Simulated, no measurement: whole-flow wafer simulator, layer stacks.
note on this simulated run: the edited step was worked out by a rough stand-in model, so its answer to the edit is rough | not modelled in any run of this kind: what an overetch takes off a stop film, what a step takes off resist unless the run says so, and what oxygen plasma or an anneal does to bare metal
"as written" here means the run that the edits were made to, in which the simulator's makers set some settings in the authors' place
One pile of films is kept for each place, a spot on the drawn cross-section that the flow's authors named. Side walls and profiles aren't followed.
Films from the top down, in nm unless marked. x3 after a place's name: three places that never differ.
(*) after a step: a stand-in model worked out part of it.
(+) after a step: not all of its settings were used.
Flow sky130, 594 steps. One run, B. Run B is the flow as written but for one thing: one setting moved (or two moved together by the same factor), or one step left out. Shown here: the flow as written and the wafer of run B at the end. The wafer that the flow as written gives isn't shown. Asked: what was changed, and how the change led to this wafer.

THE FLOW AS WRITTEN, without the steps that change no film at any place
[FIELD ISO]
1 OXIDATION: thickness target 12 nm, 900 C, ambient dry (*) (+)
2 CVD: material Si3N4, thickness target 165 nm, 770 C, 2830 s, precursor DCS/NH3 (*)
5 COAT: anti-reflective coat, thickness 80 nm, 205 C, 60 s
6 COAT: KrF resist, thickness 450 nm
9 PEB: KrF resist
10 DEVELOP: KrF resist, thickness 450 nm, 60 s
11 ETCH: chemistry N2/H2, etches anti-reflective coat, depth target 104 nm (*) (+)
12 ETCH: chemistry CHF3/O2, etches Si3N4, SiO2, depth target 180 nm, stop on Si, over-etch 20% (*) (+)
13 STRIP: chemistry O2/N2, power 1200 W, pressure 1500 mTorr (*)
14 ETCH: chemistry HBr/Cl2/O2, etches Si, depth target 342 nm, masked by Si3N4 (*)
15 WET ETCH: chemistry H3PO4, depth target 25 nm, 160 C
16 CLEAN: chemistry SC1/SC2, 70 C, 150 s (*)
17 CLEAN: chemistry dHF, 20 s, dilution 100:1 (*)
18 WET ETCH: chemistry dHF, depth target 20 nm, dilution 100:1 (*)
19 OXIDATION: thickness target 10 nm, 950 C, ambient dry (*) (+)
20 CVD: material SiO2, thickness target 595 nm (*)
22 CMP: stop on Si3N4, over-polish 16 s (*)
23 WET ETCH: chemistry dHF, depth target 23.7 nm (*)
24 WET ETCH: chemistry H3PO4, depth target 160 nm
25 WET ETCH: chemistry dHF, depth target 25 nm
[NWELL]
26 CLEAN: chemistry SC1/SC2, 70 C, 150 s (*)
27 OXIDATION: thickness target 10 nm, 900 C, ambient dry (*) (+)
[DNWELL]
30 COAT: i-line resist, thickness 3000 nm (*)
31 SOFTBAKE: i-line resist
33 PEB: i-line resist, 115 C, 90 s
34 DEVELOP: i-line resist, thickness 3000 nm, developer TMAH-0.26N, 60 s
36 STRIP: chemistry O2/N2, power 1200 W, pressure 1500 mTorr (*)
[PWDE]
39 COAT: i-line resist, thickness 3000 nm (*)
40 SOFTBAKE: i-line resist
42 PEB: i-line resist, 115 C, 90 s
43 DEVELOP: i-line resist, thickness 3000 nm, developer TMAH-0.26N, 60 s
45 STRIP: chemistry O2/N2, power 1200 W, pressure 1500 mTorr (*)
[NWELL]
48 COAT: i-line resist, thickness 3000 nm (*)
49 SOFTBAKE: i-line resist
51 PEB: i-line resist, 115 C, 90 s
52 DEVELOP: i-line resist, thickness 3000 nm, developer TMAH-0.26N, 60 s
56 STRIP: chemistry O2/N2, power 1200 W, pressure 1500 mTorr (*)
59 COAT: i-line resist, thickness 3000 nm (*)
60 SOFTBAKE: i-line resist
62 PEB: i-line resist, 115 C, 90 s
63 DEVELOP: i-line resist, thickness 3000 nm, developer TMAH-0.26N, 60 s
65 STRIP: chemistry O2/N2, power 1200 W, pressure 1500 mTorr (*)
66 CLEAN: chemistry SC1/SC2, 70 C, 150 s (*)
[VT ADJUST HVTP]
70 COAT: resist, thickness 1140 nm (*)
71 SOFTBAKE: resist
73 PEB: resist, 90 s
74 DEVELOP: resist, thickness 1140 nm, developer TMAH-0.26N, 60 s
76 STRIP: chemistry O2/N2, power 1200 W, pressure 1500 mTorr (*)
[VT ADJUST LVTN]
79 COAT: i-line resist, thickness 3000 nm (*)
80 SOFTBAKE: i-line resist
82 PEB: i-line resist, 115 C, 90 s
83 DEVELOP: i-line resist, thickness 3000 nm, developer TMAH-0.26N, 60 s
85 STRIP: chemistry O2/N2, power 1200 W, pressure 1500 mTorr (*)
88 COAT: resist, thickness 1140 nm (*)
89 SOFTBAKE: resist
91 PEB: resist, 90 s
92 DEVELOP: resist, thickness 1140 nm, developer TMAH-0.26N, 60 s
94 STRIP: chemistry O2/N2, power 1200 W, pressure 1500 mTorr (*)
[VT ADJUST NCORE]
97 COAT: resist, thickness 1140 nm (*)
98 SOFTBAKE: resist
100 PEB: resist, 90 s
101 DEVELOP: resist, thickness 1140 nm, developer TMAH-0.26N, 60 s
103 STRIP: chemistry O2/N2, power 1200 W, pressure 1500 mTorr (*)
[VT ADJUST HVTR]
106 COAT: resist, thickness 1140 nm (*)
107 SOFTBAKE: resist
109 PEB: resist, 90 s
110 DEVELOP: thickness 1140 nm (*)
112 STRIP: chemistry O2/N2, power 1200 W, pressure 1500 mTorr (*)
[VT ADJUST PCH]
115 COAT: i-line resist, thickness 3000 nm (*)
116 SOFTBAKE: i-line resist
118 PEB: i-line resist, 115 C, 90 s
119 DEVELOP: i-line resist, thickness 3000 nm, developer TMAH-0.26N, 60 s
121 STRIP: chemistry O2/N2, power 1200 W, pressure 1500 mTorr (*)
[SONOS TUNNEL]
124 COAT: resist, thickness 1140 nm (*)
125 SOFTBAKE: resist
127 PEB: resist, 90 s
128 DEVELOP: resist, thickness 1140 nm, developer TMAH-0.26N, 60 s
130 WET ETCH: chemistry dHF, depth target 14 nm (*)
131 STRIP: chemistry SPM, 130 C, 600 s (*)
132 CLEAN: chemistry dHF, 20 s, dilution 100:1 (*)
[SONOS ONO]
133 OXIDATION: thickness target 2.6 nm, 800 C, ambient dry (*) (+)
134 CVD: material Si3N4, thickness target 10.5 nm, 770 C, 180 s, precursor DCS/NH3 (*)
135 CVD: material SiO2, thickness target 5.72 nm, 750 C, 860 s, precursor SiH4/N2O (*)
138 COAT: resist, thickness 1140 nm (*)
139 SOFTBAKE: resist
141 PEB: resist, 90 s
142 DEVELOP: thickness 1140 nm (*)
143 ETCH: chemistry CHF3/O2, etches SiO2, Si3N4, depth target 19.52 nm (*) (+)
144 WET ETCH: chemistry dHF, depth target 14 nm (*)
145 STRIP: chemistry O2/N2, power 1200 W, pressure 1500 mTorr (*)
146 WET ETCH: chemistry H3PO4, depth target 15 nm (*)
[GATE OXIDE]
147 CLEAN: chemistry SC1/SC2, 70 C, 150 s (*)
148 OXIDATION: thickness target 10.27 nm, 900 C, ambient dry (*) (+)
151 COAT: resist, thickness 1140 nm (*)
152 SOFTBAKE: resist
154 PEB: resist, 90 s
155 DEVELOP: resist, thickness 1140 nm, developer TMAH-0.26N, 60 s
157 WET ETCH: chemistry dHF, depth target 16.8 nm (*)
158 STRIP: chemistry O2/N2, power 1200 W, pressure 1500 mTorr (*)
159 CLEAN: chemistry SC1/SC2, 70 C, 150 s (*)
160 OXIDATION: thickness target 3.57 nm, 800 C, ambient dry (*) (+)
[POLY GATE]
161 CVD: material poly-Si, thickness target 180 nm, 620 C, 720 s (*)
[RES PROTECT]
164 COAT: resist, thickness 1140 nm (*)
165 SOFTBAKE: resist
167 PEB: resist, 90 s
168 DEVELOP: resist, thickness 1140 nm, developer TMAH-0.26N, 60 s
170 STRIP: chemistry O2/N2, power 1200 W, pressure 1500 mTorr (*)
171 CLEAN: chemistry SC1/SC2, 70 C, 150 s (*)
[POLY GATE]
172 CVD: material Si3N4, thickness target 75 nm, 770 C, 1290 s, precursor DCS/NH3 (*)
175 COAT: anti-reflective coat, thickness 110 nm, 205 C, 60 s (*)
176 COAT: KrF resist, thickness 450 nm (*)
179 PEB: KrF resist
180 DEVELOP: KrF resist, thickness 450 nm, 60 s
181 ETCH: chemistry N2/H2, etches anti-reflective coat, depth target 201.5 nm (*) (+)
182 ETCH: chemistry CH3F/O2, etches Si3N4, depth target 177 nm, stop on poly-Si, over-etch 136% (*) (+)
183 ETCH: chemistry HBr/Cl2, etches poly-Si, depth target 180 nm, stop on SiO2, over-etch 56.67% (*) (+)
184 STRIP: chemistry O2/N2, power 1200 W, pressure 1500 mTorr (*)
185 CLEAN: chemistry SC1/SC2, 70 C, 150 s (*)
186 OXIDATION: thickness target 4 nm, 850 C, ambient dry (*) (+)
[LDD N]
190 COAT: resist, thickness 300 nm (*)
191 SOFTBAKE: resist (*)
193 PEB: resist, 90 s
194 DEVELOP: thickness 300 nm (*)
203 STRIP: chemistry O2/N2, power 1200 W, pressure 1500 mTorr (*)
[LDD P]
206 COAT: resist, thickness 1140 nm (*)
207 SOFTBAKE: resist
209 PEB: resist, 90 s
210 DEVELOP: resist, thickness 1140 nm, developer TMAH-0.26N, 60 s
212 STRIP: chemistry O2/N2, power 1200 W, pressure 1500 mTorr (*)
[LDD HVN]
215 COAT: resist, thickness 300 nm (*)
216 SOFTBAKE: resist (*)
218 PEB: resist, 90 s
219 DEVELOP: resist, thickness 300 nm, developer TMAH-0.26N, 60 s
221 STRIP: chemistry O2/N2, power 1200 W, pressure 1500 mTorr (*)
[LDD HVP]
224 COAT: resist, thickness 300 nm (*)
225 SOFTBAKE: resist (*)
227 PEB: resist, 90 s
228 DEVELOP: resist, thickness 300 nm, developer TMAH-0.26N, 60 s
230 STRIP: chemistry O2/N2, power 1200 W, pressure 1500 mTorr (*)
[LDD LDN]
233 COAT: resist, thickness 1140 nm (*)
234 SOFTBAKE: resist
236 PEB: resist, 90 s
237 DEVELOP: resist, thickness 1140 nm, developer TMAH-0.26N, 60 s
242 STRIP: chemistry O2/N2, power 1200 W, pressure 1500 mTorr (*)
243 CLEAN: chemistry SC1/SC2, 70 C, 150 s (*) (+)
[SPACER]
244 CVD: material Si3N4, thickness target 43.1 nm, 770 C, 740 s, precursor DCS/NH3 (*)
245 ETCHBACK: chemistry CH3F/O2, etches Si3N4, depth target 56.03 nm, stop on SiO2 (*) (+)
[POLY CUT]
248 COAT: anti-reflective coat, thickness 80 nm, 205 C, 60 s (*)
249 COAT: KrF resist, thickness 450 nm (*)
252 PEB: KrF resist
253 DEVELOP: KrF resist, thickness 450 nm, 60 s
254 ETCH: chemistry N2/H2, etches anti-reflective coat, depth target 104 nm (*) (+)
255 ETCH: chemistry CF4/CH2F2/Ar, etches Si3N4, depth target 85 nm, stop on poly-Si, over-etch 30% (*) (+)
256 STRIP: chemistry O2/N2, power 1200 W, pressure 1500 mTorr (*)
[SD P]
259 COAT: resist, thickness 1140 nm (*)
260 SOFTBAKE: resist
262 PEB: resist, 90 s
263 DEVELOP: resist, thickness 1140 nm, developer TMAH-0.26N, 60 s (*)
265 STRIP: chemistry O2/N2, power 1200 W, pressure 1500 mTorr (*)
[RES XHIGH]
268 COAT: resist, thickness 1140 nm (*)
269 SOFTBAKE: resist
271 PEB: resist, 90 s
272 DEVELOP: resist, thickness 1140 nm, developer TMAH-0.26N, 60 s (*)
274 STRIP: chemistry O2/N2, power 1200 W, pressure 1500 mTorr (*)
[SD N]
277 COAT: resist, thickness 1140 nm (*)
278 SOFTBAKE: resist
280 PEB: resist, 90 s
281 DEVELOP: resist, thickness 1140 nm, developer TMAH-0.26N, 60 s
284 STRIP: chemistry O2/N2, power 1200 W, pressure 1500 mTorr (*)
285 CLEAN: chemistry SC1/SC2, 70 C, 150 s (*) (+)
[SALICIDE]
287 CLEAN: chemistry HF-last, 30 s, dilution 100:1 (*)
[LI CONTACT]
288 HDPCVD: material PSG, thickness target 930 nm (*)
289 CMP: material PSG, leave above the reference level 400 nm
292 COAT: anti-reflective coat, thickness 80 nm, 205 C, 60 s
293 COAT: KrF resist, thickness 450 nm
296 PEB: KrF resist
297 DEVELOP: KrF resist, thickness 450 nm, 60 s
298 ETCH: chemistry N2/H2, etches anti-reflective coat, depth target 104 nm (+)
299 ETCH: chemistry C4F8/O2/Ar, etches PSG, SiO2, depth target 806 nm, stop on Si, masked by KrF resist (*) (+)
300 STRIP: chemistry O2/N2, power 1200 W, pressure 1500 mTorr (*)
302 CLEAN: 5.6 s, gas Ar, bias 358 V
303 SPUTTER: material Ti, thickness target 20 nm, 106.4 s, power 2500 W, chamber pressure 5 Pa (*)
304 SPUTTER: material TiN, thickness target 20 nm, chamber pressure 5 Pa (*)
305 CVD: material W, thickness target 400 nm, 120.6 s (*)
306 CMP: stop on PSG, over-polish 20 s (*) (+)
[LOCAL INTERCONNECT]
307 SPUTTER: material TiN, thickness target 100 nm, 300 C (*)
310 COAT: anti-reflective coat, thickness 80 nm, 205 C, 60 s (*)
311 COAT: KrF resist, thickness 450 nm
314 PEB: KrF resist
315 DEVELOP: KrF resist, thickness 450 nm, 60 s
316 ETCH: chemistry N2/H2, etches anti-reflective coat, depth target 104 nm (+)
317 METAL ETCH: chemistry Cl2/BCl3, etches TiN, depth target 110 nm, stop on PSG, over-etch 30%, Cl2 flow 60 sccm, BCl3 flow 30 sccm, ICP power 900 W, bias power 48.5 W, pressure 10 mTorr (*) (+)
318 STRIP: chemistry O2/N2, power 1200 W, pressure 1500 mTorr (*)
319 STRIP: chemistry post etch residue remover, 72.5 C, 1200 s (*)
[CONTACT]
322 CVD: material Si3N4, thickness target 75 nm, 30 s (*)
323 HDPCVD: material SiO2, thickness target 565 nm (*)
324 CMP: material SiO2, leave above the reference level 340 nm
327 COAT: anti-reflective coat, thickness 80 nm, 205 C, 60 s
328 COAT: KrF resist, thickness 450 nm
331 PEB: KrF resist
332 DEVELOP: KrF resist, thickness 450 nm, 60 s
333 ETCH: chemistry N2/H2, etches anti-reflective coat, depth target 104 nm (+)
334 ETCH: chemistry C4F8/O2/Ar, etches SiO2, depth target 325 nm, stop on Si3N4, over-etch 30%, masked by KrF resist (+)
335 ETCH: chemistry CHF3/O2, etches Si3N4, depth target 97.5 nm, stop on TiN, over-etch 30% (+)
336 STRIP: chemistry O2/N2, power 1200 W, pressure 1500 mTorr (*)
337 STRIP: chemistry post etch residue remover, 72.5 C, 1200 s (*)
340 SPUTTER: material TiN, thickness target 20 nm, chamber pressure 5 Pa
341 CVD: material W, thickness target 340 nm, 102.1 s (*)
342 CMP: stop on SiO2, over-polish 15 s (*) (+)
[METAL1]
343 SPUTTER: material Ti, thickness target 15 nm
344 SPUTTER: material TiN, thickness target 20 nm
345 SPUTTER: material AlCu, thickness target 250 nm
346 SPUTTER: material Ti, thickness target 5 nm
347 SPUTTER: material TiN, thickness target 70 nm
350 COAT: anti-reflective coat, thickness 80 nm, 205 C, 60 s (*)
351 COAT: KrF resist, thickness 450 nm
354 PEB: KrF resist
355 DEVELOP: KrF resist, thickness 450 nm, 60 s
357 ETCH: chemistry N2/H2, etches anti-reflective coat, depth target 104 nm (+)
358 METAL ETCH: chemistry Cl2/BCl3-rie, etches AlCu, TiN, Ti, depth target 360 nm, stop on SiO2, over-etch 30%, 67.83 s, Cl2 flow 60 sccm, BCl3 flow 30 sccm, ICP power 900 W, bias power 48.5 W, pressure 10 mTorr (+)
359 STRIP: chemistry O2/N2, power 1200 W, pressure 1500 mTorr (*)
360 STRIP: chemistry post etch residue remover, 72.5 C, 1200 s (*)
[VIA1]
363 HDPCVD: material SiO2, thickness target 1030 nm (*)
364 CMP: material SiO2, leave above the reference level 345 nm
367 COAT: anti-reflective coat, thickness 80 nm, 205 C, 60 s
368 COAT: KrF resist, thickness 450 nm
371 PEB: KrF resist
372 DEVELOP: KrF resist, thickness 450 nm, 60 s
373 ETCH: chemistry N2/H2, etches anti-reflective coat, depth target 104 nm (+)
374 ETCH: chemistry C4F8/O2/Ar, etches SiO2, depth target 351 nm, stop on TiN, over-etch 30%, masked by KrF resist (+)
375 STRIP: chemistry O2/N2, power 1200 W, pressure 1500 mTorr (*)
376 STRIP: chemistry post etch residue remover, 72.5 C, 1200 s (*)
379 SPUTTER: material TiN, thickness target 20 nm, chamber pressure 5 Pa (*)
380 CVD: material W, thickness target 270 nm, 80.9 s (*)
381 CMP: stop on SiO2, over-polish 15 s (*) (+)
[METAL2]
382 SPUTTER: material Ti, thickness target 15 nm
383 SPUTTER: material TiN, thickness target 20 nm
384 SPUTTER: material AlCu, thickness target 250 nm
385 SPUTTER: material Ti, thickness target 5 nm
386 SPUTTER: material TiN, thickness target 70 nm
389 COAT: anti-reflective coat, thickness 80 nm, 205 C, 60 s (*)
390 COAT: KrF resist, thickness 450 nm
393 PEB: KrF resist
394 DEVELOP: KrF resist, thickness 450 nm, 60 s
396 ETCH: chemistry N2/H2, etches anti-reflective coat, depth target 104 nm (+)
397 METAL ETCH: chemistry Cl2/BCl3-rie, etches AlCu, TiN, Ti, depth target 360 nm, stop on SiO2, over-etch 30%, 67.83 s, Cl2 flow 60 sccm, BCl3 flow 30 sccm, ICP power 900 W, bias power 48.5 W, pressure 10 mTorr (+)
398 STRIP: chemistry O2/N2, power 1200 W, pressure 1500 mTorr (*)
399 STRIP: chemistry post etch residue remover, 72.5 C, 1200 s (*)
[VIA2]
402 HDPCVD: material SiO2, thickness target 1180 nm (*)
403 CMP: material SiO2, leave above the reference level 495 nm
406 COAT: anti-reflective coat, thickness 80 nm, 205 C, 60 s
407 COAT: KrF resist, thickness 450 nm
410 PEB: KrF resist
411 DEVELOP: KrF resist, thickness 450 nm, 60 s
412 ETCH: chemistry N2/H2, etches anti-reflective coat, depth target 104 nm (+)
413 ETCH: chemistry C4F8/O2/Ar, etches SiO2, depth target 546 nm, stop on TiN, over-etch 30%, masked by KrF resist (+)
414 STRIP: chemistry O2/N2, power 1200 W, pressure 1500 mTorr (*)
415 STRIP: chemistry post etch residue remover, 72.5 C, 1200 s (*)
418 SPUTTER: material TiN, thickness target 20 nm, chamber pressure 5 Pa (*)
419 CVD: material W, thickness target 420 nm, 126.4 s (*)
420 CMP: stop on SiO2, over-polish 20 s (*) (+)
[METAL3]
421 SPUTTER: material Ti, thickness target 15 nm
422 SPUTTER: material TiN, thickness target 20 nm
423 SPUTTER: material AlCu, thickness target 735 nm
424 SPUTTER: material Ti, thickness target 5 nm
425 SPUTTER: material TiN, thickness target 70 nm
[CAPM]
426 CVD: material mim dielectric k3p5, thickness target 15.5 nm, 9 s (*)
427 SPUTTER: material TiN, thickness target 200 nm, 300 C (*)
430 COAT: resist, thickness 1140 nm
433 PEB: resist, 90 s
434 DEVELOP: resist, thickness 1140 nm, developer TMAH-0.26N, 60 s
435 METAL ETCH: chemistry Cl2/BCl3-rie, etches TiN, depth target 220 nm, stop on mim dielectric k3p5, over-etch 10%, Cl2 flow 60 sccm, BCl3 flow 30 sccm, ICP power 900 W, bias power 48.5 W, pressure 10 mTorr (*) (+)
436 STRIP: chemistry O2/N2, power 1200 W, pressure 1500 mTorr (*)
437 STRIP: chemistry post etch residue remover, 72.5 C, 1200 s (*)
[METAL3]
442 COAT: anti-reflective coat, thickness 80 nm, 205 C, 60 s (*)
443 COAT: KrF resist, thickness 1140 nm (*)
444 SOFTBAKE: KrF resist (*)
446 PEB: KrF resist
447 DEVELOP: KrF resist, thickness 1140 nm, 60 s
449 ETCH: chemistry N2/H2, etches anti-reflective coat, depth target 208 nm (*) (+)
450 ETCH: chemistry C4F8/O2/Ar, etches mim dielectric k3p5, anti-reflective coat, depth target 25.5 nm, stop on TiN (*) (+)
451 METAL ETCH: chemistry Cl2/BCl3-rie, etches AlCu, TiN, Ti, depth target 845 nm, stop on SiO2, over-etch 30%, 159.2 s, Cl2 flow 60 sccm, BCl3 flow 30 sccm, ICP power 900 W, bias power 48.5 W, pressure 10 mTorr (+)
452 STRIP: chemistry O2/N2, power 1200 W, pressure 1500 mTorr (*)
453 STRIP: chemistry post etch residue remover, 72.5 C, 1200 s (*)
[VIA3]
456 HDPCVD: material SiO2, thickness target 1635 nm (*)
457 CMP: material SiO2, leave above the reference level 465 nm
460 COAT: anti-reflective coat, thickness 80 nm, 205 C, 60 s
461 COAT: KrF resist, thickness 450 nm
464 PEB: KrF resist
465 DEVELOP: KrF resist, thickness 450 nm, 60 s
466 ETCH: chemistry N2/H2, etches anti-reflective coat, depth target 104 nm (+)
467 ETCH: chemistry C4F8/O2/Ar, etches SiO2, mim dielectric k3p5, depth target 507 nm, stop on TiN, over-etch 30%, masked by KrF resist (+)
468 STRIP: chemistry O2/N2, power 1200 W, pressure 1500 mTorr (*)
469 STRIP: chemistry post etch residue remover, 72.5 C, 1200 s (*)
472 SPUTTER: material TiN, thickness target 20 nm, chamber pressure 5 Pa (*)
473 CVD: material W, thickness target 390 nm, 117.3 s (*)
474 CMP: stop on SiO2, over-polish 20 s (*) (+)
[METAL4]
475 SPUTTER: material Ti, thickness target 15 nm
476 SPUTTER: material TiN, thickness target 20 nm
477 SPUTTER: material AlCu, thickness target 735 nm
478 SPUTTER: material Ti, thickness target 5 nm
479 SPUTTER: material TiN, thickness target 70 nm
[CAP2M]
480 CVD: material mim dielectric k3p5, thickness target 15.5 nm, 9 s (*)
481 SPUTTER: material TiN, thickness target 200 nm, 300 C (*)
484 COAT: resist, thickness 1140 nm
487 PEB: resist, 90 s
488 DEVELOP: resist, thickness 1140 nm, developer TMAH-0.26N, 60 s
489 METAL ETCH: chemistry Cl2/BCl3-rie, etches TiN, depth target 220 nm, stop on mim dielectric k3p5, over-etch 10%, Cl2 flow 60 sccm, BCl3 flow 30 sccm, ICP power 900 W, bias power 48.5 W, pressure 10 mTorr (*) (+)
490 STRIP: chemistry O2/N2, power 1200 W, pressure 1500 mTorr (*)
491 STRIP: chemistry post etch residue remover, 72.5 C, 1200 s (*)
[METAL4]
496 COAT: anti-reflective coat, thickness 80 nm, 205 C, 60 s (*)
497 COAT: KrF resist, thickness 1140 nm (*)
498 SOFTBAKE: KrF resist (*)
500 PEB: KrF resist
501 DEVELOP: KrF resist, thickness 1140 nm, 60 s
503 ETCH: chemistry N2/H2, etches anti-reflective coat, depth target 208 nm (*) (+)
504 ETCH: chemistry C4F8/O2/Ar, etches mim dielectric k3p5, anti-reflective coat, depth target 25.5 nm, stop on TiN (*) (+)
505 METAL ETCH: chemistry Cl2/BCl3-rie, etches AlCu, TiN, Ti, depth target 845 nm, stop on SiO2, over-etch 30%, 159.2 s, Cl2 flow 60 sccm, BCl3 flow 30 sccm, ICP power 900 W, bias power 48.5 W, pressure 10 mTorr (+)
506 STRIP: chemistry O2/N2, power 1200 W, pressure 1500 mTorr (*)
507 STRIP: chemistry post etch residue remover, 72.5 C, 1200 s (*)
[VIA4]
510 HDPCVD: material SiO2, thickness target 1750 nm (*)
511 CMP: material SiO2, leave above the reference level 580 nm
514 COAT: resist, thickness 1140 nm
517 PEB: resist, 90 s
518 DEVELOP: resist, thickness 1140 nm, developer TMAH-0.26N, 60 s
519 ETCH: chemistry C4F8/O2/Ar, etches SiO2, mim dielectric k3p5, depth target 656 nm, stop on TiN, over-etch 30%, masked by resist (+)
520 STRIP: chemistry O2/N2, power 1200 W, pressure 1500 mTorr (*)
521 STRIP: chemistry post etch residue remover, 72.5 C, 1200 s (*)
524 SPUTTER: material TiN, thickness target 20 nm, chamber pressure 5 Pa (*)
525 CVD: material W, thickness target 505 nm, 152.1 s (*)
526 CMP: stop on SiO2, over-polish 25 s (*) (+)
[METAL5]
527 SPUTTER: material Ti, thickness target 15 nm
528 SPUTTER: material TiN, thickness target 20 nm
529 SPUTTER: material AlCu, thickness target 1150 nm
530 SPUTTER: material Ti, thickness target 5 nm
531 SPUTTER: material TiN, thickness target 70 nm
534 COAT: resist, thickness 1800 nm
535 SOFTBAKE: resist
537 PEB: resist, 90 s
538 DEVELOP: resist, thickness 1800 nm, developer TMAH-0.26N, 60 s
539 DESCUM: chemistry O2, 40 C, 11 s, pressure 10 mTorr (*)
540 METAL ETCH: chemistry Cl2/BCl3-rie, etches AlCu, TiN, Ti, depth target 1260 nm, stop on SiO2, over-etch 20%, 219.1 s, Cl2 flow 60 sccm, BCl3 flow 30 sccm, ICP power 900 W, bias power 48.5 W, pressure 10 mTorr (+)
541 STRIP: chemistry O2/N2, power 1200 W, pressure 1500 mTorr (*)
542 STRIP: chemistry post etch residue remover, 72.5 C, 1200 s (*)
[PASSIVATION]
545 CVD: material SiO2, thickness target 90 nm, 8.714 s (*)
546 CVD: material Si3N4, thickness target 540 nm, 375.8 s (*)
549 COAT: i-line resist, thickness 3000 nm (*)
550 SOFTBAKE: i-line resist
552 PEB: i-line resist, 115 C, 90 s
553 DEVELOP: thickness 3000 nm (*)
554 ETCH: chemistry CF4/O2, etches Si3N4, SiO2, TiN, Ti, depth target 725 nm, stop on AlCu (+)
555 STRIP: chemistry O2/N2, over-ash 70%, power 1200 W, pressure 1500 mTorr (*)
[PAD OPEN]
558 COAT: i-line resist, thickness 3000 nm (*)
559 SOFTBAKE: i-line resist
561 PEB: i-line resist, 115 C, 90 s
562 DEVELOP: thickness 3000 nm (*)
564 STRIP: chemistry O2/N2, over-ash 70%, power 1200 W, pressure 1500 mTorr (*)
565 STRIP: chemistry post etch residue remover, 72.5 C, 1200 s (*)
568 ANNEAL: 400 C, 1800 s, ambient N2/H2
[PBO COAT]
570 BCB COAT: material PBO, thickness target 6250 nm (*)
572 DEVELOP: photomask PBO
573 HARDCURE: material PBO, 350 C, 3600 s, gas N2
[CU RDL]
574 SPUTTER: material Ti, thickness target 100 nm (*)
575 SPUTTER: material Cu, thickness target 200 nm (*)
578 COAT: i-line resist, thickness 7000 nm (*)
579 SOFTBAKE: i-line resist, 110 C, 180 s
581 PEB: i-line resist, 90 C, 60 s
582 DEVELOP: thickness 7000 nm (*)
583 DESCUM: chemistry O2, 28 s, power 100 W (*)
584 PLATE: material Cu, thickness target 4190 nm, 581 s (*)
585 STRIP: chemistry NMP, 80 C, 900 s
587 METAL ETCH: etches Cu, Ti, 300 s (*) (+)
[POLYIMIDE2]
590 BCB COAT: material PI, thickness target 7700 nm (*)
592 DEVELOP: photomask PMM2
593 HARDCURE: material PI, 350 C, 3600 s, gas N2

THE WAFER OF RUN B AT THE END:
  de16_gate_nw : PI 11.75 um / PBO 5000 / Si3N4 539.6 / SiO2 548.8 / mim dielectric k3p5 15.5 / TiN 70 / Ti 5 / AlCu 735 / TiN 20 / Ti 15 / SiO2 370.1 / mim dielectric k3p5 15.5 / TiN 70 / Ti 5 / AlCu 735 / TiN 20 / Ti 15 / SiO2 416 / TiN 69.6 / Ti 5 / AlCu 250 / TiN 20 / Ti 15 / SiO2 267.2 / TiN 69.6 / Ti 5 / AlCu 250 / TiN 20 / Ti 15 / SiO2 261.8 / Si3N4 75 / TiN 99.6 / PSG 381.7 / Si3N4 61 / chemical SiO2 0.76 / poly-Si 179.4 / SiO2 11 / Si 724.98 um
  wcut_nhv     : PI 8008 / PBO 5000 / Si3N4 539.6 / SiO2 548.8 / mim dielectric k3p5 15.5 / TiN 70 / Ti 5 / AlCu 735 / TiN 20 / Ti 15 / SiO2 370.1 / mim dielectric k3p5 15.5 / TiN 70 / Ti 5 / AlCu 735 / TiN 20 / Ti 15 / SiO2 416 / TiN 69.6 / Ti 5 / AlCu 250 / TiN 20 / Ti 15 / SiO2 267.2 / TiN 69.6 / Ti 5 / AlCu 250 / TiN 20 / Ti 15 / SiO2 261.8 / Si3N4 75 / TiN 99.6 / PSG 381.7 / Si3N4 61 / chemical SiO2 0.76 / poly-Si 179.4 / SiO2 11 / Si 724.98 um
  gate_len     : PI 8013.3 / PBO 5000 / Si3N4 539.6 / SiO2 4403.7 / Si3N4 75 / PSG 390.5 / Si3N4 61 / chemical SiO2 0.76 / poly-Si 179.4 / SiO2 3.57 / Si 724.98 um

The cause: step 590, BCB COAT: thickness target 12320 nm was run, where the flow has thickness target 7700 nm.

How the change led to this, step by step:
  590 BCB COAT: material PI, thickness target 7700 nm (*)
      dice_street, wcut_nhv, wcut_phv and 14 more: PI +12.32 um (new film) (as written it would be: PI +7700 (new film))
      mim_edge_plate_strap, mim_edge_plate, mim_edge_gap, mim_edge_gap_sheet: PI +12.32 um (new film) (as written it would be: PI +7702.7 (new film))
      (and at 172 more places)
  592 DEVELOP: photomask PMM2
      pad: PI -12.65 um (all of it) (as written it would be: PI -8030.8 (all of it))
  593 HARDCURE: material PI, 350 C, 3600 s, gas N2
      dice_street, wcut_nhv, wcut_phv and 15 more: PI -4312 (as written it would be: PI -2695)
      gate_p_lg05, gate_p_lg10, gate_len, gate_lvt_sd_len, gate_p_sd_len, gate_p_hvt_sd_len, gate_p_lvt_sd_len, gate_len_250: PI -4312.1 (as written it would be: PI -2695.1)
      (and at 166 more places)
